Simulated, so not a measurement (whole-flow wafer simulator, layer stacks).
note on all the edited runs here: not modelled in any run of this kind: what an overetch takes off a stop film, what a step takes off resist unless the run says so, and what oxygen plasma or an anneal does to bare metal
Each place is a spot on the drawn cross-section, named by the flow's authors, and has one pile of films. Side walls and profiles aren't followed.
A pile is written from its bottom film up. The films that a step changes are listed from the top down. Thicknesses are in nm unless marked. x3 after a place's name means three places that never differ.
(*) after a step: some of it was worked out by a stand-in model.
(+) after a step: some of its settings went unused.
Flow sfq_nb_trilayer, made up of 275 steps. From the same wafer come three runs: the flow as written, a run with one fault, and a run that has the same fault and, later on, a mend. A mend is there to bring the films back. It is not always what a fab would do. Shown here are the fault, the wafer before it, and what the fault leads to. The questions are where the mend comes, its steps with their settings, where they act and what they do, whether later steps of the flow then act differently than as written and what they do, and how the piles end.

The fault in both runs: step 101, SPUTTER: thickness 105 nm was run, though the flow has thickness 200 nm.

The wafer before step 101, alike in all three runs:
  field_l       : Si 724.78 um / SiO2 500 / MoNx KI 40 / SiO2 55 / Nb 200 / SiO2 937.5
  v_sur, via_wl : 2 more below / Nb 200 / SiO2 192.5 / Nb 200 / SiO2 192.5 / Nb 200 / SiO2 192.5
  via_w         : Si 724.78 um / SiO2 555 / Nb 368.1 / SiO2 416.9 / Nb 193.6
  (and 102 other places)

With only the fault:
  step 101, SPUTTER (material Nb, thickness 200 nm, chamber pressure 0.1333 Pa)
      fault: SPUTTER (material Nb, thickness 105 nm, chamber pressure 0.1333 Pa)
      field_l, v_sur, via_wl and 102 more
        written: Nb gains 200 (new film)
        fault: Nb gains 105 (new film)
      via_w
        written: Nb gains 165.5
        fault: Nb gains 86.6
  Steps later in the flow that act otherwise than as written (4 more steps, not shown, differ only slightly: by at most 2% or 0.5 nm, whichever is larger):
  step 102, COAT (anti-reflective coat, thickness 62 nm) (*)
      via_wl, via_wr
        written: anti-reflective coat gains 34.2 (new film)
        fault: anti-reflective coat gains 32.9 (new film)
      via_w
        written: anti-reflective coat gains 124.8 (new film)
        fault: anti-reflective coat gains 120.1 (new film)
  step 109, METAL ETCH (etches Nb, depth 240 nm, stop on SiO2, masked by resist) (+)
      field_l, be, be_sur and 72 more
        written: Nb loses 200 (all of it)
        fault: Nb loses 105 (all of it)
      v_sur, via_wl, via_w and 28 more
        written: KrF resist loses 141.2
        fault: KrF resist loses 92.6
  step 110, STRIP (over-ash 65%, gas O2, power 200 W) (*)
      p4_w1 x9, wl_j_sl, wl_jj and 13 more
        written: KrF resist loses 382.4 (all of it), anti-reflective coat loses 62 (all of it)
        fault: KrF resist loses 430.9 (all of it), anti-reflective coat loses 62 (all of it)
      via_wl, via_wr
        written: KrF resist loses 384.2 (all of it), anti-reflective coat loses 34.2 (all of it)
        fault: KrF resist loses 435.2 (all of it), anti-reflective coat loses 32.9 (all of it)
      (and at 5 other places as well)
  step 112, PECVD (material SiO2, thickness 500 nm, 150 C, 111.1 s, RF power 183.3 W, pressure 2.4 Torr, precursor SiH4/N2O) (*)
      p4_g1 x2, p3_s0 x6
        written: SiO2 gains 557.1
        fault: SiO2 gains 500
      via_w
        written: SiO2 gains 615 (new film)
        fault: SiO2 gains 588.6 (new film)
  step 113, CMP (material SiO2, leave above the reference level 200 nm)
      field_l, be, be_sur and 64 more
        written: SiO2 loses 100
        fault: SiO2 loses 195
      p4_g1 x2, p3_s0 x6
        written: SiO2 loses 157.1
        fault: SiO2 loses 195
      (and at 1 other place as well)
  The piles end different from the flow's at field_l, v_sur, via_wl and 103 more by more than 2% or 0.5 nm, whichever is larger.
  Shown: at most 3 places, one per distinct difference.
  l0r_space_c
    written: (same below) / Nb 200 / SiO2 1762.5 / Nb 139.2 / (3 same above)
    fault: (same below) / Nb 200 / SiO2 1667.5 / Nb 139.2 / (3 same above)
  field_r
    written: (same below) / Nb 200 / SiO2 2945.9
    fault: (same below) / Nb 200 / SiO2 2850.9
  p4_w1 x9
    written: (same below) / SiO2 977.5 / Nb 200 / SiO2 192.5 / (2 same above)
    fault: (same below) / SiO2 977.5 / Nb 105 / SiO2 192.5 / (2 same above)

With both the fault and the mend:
  After step 101 comes the mend.
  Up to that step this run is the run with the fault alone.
  step 101a, SPUTTER (material Nb, thickness 95 nm, chamber pressure 0.1333 Pa) (a further turn of the flow's step 101, with different settings)
      field_l, v_sur, via_wl and 102 more
        Nb gains 95
      via_w
        Nb gains 77.3
  None of the later steps of the flow differs from how it acts as written, at any place that is followed, by more than 2% or 0.5 nm, whichever is larger.
  When the end is reached, the piles differ only a little from the flow's at the places that both follow, at most by 2% or 0.5 nm, whichever is larger.
